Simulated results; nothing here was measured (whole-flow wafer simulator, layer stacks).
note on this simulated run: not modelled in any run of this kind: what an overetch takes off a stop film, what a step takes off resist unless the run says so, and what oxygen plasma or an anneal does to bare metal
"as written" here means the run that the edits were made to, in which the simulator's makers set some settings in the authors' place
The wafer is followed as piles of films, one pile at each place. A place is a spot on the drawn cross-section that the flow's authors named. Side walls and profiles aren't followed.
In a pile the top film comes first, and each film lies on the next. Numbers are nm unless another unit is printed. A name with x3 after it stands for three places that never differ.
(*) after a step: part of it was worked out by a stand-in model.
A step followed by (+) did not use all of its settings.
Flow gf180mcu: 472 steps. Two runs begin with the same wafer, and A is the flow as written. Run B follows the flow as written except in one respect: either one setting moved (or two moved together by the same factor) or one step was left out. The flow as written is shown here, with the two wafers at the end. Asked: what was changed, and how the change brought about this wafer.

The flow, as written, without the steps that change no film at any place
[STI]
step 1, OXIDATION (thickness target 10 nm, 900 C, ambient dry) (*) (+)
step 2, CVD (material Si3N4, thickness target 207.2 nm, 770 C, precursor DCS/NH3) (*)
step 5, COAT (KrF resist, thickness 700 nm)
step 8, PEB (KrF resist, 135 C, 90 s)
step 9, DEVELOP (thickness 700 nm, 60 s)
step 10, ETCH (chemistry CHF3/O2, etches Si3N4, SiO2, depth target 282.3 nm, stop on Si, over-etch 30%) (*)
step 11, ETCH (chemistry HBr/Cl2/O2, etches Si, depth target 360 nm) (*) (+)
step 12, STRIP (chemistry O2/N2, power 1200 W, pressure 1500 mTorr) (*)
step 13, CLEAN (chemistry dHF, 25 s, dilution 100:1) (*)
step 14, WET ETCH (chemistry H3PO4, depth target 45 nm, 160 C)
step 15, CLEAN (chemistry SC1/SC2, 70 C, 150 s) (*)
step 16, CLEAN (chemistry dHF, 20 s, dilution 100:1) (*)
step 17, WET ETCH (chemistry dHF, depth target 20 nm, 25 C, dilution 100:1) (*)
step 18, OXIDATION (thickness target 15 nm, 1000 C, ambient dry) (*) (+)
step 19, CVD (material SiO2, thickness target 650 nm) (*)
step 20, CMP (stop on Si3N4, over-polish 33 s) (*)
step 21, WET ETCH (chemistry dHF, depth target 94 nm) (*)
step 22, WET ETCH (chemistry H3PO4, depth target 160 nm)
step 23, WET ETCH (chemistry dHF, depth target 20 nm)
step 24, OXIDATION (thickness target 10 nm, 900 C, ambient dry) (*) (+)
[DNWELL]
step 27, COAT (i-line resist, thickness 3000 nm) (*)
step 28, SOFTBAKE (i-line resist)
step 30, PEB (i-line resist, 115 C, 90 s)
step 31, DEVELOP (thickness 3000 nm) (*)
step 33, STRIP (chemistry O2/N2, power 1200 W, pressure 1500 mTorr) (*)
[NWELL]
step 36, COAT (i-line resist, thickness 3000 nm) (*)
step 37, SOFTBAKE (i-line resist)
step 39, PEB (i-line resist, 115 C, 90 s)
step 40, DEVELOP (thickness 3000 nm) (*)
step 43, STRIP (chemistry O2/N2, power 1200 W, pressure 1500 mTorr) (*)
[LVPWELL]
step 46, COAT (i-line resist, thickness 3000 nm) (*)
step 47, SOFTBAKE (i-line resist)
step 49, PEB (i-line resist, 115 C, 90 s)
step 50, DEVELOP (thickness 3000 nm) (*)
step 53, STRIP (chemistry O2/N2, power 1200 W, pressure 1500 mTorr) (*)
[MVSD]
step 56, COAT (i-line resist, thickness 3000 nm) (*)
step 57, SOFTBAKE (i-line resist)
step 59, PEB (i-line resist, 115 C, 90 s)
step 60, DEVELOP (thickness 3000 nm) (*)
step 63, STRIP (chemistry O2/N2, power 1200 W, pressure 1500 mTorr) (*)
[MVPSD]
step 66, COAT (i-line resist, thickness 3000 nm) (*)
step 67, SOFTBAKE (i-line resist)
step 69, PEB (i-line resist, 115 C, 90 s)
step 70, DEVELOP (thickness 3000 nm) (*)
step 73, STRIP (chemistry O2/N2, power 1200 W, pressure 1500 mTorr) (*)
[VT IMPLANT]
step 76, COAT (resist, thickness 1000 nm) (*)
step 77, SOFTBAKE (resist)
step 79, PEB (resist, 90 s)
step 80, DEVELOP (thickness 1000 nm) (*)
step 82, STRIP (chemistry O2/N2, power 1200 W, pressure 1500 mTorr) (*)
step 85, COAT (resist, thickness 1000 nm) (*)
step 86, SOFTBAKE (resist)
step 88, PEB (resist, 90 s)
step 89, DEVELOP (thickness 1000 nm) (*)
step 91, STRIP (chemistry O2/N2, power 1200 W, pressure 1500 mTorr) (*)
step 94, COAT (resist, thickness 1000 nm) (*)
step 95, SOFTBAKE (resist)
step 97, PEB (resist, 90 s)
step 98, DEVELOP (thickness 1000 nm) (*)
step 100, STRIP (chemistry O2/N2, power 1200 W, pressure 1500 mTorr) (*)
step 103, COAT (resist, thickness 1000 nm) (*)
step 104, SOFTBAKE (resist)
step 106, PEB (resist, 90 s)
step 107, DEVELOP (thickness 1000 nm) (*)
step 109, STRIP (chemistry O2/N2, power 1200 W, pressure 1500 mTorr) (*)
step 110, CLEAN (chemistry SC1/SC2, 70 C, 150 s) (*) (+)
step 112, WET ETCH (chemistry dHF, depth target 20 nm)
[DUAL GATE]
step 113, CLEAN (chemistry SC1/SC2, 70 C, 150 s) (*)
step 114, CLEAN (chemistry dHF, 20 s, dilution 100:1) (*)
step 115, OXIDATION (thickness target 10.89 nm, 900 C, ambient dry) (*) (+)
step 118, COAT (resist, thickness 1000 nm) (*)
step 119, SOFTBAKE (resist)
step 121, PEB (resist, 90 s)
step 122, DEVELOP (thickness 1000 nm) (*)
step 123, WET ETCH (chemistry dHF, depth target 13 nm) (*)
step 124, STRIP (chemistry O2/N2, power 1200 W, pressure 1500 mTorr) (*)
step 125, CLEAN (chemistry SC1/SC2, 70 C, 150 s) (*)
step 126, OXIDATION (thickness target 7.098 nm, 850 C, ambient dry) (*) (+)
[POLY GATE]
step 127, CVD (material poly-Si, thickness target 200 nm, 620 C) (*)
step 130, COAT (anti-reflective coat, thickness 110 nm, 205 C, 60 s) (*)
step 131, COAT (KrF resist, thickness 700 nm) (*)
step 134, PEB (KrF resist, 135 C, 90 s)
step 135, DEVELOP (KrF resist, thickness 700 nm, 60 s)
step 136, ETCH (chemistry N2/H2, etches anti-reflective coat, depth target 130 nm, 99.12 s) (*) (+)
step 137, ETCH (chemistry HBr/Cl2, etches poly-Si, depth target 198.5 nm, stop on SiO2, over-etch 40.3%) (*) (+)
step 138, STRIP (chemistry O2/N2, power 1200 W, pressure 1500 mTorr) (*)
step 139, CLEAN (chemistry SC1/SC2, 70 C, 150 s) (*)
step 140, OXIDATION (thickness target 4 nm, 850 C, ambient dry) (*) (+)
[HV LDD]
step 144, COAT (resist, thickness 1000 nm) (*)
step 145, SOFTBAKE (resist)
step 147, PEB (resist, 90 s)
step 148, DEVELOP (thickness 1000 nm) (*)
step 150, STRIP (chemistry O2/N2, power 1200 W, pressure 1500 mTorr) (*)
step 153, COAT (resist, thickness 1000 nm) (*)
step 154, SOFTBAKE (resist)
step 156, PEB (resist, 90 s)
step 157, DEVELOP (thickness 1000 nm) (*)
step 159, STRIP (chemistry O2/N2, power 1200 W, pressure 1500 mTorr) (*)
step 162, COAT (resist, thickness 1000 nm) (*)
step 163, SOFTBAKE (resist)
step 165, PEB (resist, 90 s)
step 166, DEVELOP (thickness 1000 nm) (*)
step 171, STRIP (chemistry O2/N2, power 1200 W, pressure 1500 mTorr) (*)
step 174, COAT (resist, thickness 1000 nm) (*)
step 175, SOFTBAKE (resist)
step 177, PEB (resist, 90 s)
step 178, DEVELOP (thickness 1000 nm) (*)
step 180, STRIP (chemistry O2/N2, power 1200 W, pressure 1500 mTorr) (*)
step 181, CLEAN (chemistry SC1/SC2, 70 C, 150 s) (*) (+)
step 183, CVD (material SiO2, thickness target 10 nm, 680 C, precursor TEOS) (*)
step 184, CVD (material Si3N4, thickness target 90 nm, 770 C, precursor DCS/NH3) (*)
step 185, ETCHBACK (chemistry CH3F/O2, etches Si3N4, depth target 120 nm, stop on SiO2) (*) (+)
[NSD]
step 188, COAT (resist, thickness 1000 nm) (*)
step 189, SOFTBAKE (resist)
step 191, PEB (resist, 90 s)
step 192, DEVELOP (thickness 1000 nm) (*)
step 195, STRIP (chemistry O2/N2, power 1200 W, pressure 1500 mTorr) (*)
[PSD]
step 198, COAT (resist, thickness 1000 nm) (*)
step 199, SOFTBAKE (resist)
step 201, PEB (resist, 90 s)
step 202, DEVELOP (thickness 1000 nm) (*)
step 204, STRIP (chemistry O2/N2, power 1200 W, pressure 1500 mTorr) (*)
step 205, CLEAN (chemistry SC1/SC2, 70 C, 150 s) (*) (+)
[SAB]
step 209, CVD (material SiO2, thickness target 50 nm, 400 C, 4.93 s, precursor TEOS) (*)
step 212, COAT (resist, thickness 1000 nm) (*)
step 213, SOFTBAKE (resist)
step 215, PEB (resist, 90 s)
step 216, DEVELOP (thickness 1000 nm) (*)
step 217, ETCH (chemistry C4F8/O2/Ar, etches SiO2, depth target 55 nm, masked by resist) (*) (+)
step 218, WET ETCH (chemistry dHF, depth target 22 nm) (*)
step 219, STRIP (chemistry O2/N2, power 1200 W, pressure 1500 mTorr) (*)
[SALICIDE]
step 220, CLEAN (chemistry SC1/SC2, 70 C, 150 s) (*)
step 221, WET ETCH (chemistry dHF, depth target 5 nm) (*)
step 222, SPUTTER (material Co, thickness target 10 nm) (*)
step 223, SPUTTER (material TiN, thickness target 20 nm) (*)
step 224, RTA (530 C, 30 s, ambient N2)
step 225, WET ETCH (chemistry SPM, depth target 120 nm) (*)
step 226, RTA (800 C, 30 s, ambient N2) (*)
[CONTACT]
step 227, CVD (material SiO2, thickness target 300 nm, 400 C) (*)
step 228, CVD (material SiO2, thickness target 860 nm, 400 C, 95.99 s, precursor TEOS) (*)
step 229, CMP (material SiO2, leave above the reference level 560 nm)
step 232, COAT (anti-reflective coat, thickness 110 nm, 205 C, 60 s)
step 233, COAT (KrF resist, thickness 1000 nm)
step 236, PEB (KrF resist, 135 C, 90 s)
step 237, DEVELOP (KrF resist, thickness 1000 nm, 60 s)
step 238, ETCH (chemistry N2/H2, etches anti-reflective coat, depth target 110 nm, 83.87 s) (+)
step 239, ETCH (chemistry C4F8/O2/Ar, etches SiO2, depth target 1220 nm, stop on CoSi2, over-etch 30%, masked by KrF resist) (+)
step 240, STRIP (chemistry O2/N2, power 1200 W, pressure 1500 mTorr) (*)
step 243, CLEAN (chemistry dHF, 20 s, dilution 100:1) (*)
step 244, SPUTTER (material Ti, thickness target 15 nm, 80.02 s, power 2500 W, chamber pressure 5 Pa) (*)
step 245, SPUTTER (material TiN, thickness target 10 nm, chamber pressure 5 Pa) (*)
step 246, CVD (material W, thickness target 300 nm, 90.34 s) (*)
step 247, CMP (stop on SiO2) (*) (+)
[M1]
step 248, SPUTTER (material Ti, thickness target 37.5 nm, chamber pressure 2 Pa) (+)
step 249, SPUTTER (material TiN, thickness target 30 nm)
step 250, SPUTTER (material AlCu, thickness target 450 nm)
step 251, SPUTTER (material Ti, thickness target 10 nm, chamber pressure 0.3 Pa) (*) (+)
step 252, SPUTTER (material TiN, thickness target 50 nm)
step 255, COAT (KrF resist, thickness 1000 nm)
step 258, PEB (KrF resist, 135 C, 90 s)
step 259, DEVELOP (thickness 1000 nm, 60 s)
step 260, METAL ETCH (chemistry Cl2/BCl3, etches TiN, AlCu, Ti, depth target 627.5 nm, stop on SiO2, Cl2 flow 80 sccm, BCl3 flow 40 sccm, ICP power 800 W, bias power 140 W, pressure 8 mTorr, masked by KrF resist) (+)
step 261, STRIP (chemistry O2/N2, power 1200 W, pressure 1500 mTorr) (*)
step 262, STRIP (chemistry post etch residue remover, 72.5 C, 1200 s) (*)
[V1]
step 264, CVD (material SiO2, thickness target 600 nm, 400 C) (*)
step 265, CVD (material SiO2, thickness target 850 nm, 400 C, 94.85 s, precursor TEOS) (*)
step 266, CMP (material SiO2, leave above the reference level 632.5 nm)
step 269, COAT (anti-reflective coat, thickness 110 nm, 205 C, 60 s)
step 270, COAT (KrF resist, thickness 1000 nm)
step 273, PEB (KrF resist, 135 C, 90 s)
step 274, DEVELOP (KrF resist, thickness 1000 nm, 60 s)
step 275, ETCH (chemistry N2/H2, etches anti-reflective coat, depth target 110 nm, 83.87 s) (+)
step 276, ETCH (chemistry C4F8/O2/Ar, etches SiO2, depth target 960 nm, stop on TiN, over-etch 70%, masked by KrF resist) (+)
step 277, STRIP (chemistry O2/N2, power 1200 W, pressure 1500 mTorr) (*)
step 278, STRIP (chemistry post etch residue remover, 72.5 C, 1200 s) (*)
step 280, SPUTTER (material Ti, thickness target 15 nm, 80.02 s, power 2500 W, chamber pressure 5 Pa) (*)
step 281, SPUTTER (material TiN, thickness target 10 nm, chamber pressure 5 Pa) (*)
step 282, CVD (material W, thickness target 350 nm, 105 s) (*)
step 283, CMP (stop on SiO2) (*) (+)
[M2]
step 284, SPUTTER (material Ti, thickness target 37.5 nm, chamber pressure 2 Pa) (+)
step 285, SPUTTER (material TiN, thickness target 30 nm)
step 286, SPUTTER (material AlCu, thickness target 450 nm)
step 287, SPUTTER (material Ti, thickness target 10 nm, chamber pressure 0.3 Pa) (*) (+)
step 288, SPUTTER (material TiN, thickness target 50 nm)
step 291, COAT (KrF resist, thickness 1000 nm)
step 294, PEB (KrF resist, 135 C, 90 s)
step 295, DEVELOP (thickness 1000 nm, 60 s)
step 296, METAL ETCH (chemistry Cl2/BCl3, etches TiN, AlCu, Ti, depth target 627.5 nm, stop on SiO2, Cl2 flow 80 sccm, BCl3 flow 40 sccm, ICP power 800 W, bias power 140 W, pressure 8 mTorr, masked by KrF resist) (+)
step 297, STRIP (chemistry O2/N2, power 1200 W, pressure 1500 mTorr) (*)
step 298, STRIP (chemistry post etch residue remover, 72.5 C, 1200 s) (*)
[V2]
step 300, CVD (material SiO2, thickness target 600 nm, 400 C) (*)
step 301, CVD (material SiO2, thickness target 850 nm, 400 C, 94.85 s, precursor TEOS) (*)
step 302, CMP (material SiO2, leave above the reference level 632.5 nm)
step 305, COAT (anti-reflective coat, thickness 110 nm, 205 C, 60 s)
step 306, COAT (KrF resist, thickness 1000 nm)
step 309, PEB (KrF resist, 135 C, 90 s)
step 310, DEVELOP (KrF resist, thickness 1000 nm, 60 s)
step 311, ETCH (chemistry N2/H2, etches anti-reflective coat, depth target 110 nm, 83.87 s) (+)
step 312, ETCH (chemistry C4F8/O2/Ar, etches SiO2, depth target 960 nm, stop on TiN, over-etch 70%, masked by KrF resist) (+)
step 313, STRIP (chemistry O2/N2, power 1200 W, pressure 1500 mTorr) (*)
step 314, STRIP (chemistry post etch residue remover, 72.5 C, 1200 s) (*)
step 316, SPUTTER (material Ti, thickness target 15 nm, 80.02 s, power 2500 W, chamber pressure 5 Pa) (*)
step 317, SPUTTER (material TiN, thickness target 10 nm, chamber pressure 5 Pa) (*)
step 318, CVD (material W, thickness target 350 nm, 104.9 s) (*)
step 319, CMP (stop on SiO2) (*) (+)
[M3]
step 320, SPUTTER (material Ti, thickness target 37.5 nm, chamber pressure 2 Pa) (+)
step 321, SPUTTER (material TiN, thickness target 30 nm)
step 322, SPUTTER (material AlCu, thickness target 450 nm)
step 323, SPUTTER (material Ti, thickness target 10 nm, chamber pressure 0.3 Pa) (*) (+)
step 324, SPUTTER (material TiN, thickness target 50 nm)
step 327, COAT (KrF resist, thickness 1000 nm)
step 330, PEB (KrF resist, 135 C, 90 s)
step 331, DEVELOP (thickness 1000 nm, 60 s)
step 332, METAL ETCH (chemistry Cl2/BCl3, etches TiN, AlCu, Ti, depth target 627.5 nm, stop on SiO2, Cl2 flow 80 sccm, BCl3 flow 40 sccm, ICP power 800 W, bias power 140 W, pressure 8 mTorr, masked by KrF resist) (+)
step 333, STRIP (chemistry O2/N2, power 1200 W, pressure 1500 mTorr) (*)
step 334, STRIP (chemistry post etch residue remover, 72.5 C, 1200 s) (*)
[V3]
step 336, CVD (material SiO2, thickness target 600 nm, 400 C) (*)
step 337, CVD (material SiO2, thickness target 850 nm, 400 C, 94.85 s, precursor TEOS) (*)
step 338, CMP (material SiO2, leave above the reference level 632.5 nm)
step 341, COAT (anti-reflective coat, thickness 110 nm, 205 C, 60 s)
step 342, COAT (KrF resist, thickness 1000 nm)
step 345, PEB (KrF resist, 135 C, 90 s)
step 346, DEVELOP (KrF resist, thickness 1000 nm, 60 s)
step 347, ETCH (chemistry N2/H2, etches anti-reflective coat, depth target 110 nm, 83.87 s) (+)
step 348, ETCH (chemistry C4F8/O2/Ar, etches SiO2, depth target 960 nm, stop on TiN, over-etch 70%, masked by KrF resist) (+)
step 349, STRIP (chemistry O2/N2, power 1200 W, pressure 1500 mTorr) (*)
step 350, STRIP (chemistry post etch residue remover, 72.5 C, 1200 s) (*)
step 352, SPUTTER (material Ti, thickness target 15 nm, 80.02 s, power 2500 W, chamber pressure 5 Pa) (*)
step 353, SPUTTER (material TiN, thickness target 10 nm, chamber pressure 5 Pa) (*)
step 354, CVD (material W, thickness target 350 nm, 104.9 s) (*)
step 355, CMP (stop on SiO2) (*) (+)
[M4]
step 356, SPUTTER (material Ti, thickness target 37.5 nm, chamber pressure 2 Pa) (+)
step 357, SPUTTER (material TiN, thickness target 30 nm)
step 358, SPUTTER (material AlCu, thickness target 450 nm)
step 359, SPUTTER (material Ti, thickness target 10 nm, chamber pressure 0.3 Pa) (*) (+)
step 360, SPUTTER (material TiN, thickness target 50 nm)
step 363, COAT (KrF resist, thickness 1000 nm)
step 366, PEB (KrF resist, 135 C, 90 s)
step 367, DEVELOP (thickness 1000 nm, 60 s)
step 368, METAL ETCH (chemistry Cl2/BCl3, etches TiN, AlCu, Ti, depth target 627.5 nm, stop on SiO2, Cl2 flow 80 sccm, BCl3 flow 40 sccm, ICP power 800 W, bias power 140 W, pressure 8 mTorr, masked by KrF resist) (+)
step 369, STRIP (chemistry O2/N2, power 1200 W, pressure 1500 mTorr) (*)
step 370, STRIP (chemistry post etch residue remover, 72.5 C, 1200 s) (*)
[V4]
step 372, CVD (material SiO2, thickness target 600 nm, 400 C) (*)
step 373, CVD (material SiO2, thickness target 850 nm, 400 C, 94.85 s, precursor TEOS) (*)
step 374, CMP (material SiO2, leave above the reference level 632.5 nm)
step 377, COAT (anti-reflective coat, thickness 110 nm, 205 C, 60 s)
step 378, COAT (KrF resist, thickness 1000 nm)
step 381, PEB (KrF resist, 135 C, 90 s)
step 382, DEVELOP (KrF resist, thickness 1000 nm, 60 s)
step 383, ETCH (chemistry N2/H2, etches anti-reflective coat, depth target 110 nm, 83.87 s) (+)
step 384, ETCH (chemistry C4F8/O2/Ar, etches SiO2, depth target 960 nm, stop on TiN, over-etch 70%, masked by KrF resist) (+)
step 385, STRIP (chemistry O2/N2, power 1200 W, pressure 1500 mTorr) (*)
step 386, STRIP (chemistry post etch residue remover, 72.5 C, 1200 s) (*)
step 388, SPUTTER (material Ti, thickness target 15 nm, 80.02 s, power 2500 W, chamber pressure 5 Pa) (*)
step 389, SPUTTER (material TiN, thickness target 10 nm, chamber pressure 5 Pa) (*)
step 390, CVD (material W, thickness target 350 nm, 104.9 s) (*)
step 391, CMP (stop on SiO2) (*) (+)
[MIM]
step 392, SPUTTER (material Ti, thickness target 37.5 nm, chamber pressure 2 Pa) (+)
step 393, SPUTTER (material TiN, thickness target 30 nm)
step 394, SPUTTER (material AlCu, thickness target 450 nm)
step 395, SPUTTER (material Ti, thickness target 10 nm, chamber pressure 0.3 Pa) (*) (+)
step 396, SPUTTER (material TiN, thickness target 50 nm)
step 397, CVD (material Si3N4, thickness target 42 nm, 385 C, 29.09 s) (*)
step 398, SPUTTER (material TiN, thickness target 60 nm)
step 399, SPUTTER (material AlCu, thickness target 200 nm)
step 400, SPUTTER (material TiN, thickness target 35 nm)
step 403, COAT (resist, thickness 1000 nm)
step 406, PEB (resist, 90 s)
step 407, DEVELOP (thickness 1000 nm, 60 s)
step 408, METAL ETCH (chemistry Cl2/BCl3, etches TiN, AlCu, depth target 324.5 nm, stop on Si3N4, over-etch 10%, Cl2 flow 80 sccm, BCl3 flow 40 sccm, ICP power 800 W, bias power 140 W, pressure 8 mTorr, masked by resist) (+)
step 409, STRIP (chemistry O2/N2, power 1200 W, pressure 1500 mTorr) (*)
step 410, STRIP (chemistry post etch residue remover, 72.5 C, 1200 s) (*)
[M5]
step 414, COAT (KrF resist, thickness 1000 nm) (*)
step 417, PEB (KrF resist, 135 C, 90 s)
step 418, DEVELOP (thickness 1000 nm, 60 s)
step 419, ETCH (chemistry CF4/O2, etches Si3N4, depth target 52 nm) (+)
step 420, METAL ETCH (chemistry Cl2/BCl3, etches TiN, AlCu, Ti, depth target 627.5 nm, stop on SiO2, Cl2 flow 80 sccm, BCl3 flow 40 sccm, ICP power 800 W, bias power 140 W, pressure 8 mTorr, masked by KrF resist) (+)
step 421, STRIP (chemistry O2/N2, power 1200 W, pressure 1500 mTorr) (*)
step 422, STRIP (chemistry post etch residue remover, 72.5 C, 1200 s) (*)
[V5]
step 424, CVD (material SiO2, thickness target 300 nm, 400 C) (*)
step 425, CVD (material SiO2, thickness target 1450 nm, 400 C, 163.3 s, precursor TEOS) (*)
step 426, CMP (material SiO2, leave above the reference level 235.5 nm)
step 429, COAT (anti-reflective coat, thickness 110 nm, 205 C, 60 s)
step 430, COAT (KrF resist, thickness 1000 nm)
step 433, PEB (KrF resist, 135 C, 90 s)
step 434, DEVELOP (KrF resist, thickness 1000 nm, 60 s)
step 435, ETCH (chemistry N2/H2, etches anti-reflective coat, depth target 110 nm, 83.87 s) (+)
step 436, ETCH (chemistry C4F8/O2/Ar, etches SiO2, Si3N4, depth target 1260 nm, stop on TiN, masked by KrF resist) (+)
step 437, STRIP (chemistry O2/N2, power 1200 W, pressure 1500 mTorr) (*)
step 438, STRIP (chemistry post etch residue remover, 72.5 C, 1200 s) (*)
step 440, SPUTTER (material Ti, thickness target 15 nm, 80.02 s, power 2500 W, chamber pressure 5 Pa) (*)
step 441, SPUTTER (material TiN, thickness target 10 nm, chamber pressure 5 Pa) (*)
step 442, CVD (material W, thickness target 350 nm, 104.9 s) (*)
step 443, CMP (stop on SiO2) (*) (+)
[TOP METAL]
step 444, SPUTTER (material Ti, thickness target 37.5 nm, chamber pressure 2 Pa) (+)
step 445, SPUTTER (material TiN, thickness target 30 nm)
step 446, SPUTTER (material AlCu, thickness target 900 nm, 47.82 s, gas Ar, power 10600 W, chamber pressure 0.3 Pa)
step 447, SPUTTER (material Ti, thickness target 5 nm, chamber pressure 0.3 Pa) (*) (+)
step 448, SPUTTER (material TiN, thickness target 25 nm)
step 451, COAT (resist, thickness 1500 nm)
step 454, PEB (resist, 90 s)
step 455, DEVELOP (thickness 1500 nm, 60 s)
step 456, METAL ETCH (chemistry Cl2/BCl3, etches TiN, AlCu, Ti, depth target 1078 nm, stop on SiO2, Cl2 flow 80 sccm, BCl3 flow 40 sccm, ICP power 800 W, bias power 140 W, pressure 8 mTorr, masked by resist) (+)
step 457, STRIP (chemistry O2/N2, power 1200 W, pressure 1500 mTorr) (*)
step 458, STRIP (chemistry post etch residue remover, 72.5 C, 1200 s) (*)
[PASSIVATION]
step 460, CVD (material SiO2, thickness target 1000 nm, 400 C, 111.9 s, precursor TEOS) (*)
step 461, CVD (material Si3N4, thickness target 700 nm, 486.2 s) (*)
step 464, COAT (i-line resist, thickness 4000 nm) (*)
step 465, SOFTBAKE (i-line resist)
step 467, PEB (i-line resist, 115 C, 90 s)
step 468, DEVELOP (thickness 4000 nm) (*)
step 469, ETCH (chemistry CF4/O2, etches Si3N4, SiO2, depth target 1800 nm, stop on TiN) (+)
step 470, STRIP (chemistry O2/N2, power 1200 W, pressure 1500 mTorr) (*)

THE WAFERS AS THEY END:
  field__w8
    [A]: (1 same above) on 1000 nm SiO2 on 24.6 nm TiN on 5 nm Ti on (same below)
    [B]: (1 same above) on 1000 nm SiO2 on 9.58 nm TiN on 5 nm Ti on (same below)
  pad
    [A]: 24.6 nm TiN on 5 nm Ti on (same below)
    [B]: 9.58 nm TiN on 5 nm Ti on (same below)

What caused this: step 448, SPUTTER: thickness target 10 nm was run, though the flow has thickness target 25 nm.

The path from the change to this, step by step:
  step 448, SPUTTER (material TiN, thickness target 25 nm)
      field, field__w1, field__w2 and 109 more: A TiN gains 25 (new film) | B TiN gains 10 (new film)
  step 456, METAL ETCH (chemistry Cl2/BCl3, etches TiN, AlCu, Ti, depth target 1078 nm, stop on SiO2, Cl2 flow 80 sccm, BCl3 flow 40 sccm, ICP power 800 W, bias power 140 W, pressure 8 mTorr, masked by resist) (+)
      field, field__w1, field__w2 and 103 more: A TiN loses 25 (all of it), Ti loses 5 (all of it), AlCu loses 900 (all of it), TiN loses 30 (all of it), Ti loses 37.5 (all of it) | B TiN loses 10 (all of it), Ti loses 5 (all of it), AlCu loses 900 (all of it), TiN loses 30 (all of it), Ti loses 37.5 (all of it)
  step 465, SOFTBAKE (i-line resist)
      field__w11, nw_enc_fld_lv__w4: A i-line resist gains 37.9 | B i-line resist gains 37
      active_hv, ld_gate_n: A i-line resist gains 28.2 | B i-line resist gains 27.5
      (also at 57 further places)
